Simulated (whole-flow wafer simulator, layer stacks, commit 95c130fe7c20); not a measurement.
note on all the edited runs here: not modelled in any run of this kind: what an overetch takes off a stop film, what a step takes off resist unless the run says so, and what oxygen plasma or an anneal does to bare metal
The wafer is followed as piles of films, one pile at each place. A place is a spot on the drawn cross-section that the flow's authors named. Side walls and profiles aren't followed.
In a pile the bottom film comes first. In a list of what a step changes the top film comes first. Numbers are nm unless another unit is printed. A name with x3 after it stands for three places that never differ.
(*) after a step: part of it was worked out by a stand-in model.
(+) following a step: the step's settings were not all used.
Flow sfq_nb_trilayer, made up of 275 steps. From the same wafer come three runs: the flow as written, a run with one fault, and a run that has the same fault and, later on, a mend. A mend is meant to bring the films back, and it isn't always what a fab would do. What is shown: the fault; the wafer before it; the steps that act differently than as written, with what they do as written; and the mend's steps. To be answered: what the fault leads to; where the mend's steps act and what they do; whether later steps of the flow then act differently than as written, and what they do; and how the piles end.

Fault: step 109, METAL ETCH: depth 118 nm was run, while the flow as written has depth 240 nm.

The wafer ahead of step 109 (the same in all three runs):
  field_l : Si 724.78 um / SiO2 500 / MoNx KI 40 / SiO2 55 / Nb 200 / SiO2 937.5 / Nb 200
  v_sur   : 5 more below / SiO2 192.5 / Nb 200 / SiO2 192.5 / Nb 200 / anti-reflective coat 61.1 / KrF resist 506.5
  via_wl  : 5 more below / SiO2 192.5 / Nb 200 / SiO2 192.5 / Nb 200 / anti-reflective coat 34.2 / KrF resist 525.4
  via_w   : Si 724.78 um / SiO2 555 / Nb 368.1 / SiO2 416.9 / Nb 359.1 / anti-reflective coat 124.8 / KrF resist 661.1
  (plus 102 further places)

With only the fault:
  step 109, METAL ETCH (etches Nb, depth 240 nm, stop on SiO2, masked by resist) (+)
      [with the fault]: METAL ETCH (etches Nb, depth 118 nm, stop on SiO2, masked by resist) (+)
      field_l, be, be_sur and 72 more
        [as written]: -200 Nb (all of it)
        [with the fault]: -118 Nb
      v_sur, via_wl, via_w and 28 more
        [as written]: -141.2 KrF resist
        [with the fault]: -69.4 KrF resist
  Steps further on in the flow that do not act as written:
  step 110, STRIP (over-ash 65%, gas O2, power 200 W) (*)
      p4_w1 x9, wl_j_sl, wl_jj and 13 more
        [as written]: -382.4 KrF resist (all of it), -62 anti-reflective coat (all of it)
        [with the fault]: -454.1 KrF resist (all of it), -62 anti-reflective coat (all of it)
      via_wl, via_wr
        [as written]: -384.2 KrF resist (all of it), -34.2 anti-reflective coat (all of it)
        [with the fault]: -456 KrF resist (all of it), -34.2 anti-reflective coat (all of it)
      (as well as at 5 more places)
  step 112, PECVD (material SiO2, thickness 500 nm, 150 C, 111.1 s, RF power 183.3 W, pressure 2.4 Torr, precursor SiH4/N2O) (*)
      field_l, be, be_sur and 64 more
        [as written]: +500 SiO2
        [with the fault]: +500 SiO2 (new film)
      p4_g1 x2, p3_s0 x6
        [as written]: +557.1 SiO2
        [with the fault]: +500 SiO2 (new film)
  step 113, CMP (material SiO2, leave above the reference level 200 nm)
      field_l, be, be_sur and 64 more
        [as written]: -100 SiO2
        [with the fault]: -182 SiO2
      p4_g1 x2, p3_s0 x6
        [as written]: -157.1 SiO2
        [with the fault]: -182 SiO2
  At field_l, be, be_sur and 72 more, the piles at the end differ from the flow's by more than 2% or 0.5 nm, whichever is larger.
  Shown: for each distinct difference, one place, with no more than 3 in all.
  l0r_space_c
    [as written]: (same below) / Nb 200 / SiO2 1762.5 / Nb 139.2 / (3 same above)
    [with the fault]: (same below) / Nb 200 / SiO2 977.5 / Nb 82 / SiO2 703 / Nb 139.2 / (3 same above)
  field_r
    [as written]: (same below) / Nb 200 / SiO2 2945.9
    [with the fault]: (same below) / Nb 200 / SiO2 977.5 / Nb 82 / SiO2 1886.4
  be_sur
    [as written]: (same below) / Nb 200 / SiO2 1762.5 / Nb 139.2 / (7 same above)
    [with the fault]: (same below) / Nb 200 / SiO2 977.5 / Nb 82 / SiO2 703 / Nb 139.2 / (7 same above)

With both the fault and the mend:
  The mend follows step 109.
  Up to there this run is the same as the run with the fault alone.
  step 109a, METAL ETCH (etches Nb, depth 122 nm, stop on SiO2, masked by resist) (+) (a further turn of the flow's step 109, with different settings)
      field_l, be, be_sur and 72 more
        -82 Nb (all of it)
      v_sur, via_wl, via_w and 28 more
        -71.8 KrF resist
  Later steps of the flow that are run all act as written at every place that is followed.
  The piles end the same as the flow's at every place that both follow.
